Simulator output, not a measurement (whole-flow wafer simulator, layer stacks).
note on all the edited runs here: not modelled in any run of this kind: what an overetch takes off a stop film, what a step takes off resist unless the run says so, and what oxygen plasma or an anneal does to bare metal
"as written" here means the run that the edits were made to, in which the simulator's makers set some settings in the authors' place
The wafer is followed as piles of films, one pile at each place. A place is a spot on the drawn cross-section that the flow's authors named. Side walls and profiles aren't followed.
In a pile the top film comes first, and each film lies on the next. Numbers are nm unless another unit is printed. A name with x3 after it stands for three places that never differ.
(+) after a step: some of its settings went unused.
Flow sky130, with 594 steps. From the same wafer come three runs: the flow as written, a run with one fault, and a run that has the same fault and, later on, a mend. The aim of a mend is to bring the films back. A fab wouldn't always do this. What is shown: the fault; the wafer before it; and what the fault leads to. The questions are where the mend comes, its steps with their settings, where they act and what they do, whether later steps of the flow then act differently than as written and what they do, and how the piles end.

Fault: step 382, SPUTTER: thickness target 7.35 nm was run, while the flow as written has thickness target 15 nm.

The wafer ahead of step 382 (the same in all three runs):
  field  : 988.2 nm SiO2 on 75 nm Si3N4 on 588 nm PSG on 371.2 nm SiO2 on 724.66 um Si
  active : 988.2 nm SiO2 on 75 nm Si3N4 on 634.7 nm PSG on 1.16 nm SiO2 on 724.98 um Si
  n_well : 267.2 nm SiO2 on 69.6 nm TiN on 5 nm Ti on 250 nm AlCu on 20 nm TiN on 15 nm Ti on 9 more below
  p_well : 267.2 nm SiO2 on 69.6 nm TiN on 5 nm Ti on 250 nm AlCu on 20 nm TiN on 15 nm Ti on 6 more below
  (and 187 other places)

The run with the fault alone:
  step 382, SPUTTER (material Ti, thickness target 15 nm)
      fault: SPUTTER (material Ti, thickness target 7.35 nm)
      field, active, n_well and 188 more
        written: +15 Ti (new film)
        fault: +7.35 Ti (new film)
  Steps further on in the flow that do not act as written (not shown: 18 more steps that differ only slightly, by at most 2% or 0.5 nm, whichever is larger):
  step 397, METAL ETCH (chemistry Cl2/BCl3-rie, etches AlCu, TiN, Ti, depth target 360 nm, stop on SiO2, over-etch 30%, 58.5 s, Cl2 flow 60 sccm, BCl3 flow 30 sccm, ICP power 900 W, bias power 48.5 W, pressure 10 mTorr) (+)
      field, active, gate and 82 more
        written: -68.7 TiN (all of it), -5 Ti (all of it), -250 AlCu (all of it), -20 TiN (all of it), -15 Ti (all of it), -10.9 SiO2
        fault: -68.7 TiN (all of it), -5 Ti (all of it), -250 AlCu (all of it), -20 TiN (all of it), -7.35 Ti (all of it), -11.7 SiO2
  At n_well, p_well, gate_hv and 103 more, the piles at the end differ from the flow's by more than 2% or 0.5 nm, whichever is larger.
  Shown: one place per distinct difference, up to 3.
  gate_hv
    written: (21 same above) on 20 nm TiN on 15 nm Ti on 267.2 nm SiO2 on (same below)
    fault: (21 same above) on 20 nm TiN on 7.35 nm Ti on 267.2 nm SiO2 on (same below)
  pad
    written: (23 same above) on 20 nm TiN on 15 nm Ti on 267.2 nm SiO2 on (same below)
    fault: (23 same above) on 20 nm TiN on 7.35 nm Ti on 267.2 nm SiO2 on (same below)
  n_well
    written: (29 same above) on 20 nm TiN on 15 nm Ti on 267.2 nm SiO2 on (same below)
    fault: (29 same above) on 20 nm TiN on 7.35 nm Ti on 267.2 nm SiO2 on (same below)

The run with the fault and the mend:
  After step 382 comes the mend.
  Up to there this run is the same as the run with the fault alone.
  step 382a, SPUTTER (material Ti, thickness target 7.65 nm) (a further turn of the flow's step 382, with different settings)
      field, active, n_well and 188 more
        +7.65 Ti
  None of the later steps of the flow acts differently than as written at any place that is followed.
  At every place that both follow, the piles at the end match the flow's.
